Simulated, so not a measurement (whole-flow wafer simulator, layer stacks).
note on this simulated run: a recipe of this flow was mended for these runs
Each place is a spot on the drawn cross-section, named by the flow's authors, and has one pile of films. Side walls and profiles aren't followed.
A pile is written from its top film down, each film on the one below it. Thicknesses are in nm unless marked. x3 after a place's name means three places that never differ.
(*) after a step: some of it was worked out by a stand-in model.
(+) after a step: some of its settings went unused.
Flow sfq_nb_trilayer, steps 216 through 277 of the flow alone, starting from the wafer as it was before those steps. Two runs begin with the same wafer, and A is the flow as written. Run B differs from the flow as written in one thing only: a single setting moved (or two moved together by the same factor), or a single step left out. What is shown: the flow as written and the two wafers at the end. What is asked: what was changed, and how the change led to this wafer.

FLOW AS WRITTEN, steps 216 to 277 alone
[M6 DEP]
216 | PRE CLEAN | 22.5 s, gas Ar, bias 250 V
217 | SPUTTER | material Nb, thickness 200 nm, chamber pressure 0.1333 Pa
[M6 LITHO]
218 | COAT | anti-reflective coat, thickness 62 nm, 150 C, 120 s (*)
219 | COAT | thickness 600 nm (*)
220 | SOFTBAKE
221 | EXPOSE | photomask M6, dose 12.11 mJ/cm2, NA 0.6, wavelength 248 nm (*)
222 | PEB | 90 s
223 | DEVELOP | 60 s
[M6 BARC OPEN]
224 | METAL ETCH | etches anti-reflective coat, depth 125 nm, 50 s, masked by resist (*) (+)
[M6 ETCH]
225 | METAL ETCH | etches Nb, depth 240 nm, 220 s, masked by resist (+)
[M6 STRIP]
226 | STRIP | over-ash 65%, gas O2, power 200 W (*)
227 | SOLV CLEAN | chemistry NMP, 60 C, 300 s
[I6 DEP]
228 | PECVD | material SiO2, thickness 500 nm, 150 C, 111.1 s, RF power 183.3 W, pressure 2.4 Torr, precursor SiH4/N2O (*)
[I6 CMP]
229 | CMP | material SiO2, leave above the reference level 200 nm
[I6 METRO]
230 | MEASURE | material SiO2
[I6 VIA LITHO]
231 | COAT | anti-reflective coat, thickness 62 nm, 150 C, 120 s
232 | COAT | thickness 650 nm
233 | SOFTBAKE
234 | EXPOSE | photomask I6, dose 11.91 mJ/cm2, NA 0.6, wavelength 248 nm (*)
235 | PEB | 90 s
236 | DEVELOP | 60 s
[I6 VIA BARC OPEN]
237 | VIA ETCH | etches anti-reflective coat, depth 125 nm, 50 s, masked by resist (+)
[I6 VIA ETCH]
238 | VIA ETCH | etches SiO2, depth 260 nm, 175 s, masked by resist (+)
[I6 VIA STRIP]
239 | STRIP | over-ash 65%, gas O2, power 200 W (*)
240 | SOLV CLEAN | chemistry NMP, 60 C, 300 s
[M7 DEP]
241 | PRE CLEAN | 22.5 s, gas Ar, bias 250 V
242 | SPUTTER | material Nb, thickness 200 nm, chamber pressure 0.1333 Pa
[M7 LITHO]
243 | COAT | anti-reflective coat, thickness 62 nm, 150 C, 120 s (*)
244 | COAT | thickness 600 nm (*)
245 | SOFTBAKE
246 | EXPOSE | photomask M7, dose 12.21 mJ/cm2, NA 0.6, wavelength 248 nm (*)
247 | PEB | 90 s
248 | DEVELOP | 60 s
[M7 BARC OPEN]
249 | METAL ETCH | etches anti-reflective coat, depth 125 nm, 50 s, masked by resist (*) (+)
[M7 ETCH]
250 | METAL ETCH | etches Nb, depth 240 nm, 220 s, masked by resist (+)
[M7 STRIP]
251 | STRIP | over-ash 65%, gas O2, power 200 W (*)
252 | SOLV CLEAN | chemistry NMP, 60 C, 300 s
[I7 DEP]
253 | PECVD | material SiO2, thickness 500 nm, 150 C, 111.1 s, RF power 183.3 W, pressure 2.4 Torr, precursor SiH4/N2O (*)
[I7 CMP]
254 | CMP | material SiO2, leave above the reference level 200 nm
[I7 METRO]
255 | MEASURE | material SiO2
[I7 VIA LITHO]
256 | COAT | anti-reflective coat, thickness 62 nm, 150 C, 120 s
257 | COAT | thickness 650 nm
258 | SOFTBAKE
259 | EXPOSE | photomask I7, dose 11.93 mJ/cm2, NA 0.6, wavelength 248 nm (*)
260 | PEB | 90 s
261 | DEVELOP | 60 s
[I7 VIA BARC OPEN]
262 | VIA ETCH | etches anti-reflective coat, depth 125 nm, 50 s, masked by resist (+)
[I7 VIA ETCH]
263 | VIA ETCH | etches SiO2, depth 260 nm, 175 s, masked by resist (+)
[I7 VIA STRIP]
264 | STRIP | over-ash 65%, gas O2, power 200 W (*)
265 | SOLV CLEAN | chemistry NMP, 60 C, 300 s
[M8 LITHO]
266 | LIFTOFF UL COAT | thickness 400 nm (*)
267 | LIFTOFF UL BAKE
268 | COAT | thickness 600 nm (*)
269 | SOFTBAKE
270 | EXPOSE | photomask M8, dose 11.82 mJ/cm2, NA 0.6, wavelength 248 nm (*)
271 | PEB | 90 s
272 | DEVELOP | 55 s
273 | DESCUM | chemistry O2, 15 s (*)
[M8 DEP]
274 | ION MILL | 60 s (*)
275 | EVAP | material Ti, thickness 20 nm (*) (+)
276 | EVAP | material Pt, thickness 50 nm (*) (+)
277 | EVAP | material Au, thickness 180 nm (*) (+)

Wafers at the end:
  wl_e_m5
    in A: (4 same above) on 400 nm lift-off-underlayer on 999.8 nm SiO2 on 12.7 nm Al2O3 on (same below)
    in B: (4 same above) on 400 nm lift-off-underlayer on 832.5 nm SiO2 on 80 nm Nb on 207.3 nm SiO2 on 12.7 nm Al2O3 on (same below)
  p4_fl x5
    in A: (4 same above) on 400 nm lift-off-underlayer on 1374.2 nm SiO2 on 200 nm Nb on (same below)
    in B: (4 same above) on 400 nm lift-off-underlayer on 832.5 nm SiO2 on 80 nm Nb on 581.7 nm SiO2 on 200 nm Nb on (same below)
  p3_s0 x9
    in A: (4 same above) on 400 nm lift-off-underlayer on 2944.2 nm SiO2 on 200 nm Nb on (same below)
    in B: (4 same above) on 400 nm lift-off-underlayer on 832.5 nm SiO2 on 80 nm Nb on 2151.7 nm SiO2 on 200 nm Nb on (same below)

What caused this: step 217, SPUTTER: thickness 320 nm was run, while the flow as written has thickness 200 nm.

Step by step, how the change led to this:
  217 | SPUTTER | material Nb, thickness 200 nm, chamber pressure 0.1333 Pa
      field_l, v_sur, via_wl and 100 more: A Nb gains 200 (new film) | B Nb gains 320 (new film)
      be: A Nb gains 145.8 | B Nb gains 230.9
      (and at 2 other places as well)
  218 | COAT | anti-reflective coat, thickness 62 nm, 150 C, 120 s (*)
      r5r_line_l, r5r_line_c, r5r_line_r: A anti-reflective coat gains 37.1 (new film) | B anti-reflective coat gains 37.9 (new film)
      wire: A anti-reflective coat gains 33.4 (new film) | B anti-reflective coat gains 35.4 (new film)
      (and at 7 other places as well)
  219 | COAT | thickness 600 nm (*)
      be: A KrF-resist-other-grade gains 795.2 (new film) | B KrF-resist-other-grade gains 814.9 (new film)
  224 | METAL ETCH | etches anti-reflective coat, depth 125 nm, 50 s, masked by resist (*) (+)
      r5r_line_l, r5r_line_c, r5r_line_r: A anti-reflective coat loses 37.1 (all of it) | B anti-reflective coat loses 37.9 (all of it)
  225 | METAL ETCH | etches Nb, depth 240 nm, 220 s, masked by resist (+)
      field_l, gap, moat and 76 more: A Nb loses 200 (all of it), SiO2 loses 4 | B Nb loses 240
  226 | STRIP | over-ash 65%, gas O2, power 200 W (*)
      wire: A KrF-resist-other-grade loses 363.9 (all of it), anti-reflective coat loses 33.4 (all of it) | B KrF-resist-other-grade loses 360.7 (all of it), anti-reflective coat loses 35.4 (all of it)
      be: A KrF-resist-other-grade loses 559.4 (all of it), anti-reflective coat loses 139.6 (all of it) | B KrF-resist-other-grade loses 579 (all of it), anti-reflective coat loses 152.2 (all of it)
      (and at 6 other places as well)
  228 | PECVD | material SiO2, thickness 500 nm, 150 C, 111.1 s, RF power 183.3 W, pressure 2.4 Torr, precursor SiH4/N2O (*)
      field_l, p4_fl x5, p4_w1 x9 and 50 more: A SiO2 gains 500 | B SiO2 gains 500 (new film)
      moat, field_r, lsp_l, ln_m5, lsp_m: A SiO2 gains 493.5 | B SiO2 gains 492.3 (new film)
      (and at 10 other places as well)
  229 | CMP | material SiO2, leave above the reference level 200 nm
      field_l, p4_fl x5, p4_w1 x9 and 47 more: A SiO2 loses 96 | B SiO2 loses 60
      moat, field_r, lsp_l, ln_m5, lsp_m: A SiO2 loses 89.5 | B SiO2 loses 52.3
      (and at 9 other places as well)
If metal films that touch count as one body, wl_e_m5 has 8 bodies (between them, from the top down: KrF-resist-other-grade 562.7 / lift-off-underlayer 400 / SiO2 832.5; SiO2 207.3 / Al2O3 12.7 / Nb2O5 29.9; SiO2 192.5; SiO2 192.5; SiO2 192.5; SiO2 192.5; SiO2 192.5); the flow as written gives 7 bodies (between them, from the top down: KrF-resist-other-grade 562.7 / lift-off-underlayer 400 / SiO2 999.8 / Al2O3 12.7 / Nb2O5 29.9; SiO2 192.5; SiO2 192.5; SiO2 192.5; SiO2 192.5; SiO2 192.5).
If metal films that touch count as one body, p4_fl x5 has 4 bodies (between them, from the top down: KrF-resist-other-grade 562.7 / lift-off-underlayer 400 / SiO2 832.5; SiO2 581.7; SiO2 1370); the flow as written gives 3 bodies (between them, from the top down: KrF-resist-other-grade 562.7 / lift-off-underlayer 400 / SiO2 1374.2; SiO2 1370).
If metal films that touch count as one body, p3_s0 x9 has 3 bodies (between them, from the top down: KrF-resist-other-grade 562.7 / lift-off-underlayer 400 / SiO2 832.5; SiO2 2151.7); the flow as written gives 2 bodies (between them, from the top down: KrF-resist-other-grade 562.7 / lift-off-underlayer 400 / SiO2 2944.2).
